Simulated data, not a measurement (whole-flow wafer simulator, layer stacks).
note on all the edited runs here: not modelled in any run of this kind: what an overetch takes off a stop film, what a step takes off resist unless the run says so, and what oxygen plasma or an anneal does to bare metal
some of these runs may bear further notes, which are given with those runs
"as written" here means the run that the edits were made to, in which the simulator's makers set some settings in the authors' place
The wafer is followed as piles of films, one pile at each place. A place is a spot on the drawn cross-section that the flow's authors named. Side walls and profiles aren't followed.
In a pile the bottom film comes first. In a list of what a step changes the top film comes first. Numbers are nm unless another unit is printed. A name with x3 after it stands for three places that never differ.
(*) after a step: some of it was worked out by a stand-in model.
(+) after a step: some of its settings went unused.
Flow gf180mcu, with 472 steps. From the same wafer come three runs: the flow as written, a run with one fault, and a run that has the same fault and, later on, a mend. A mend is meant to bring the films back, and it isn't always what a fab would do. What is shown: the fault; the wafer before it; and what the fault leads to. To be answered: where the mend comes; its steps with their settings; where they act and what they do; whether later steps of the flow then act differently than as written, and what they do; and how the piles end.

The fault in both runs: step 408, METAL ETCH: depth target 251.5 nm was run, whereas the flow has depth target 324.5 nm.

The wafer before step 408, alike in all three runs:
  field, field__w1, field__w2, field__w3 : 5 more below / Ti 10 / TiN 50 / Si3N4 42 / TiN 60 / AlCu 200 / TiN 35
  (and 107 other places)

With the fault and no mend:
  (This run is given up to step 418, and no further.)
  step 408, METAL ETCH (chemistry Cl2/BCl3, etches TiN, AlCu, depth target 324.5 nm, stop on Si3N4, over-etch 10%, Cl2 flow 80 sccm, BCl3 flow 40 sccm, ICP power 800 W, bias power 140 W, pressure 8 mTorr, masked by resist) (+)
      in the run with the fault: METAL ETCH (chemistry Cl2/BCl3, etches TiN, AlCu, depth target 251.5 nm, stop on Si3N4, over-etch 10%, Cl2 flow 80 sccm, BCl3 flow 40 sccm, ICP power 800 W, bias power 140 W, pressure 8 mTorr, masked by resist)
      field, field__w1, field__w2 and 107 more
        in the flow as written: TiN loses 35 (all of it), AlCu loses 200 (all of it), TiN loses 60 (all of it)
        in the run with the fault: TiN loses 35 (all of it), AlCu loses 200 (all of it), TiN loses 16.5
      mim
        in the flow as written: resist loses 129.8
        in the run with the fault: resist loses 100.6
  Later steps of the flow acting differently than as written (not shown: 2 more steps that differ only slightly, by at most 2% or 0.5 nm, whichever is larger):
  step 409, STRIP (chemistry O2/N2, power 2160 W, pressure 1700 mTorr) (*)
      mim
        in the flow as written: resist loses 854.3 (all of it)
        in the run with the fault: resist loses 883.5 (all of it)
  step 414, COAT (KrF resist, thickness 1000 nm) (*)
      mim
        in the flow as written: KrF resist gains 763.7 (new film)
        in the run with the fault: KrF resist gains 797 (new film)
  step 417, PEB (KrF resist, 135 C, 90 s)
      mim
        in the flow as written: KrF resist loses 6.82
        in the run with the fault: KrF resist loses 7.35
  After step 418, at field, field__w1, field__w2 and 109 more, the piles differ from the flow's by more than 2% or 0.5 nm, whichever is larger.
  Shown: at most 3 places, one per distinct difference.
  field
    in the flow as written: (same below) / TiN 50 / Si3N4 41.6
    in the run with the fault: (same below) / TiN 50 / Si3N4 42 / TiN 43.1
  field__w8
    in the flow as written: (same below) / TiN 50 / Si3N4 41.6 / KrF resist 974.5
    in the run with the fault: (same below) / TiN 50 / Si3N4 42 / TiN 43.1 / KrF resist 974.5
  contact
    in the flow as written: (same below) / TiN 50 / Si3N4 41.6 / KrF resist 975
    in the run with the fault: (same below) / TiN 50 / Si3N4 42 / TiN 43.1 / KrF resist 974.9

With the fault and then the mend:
  After step 410 comes the mend.
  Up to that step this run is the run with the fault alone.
  step 410a, DEHYDRATE (200 C, 60 s) (the flow's step 401 again)
      leaves every film unchanged at each place that is followed
  step 410b, HMDS (120 C, 60 s) (the flow's step 402 again)
      leaves every film unchanged at each place that is followed
  step 410c, COAT (resist, thickness 1000 nm) (*) (the flow's step 403 again)
      field__w8, m1__w1, iso_ptap_pw and 39 more
        resist gains 1000 (new film)
      field_sub__w1, n_well, sd_p, gate_p, m1, nw_enc_fld_lv, nw_enc_fld_lv__w3
        resist gains 1000.9 (new film)
      p_well, sti, spacer, sd_n, mim_1p0, pad, dice_street
        resist gains 1000.5 (new film)
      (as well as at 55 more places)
  step 410d, SOFTBAKE (resist) (the flow's step 404 again)
      npoly_u, ppoly_u
        resist gains 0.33
      field__w2
        resist gains 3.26
      field__w3
        resist gains 3.43
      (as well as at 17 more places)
  step 410e, EXPOSE (photomask FuseTop) (the flow's step 405 again)
      leaves every film unchanged at each place that is followed
  step 410f, PEB (resist, 70.3 s) (the flow's step 406 again)
      field, field__w1, field__w5 and 95 more
        resist loses 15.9
      field__w2, field__w3, field__w12, pplus_u, nw_enc_fld_lv__w1, nw_enc_fld_lv__w4
        resist loses 16
      field__w11, field__w13, ppoly_u, npoly_sal
        resist loses 16.2
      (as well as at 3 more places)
  step 410g, DEVELOP (thickness 1000 nm, 60 s) (the flow's step 407 again)
      field__w8, m1__w1, iso_ptap_pw and 39 more
        resist loses 984.1 (all of it)
      p_well, sti, spacer, sd_n, mim_1p0, pad, dice_street
        resist loses 984.7 (all of it)
      n_well, sd_p, gate_p, contact, m1, nw_enc_fld_lv__w3
        resist loses 985 (all of it)
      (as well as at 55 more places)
  step 410h, METAL ETCH (chemistry Cl2/BCl3, etches TiN, AlCu, depth target 73 nm, stop on Si3N4, over-etch 10%, Cl2 flow 80 sccm, BCl3 flow 40 sccm, ICP power 800 W, bias power 140 W, pressure 8 mTorr, masked by resist) (+) (the flow's step 408 again, with other settings)
      field, field__w1, field__w2 and 107 more
        TiN loses 43.1 (all of it)
      mim
        resist loses 19
  step 410i, STRIP (chemistry O2/N2, power 2160 W, pressure 1700 mTorr) (*) (the flow's step 409 again)
      mim
        resist loses 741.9 (all of it)
  step 410j, STRIP (chemistry post etch residue remover, 72.5 C, 1200 s) (*) (the flow's step 410 again)
      field, field__w1, field__w2 and 107 more
        Si3N4 loses 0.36
      mim
        TiN loses 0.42
  Later steps of the flow that are run all act as written at every place that is followed, up to a difference of at most 2% or 0.5 nm, whichever is larger.
  At the end the piles are close to the flow's at the places that both follow, differing by at most 2% or 0.5 nm, whichever is larger.
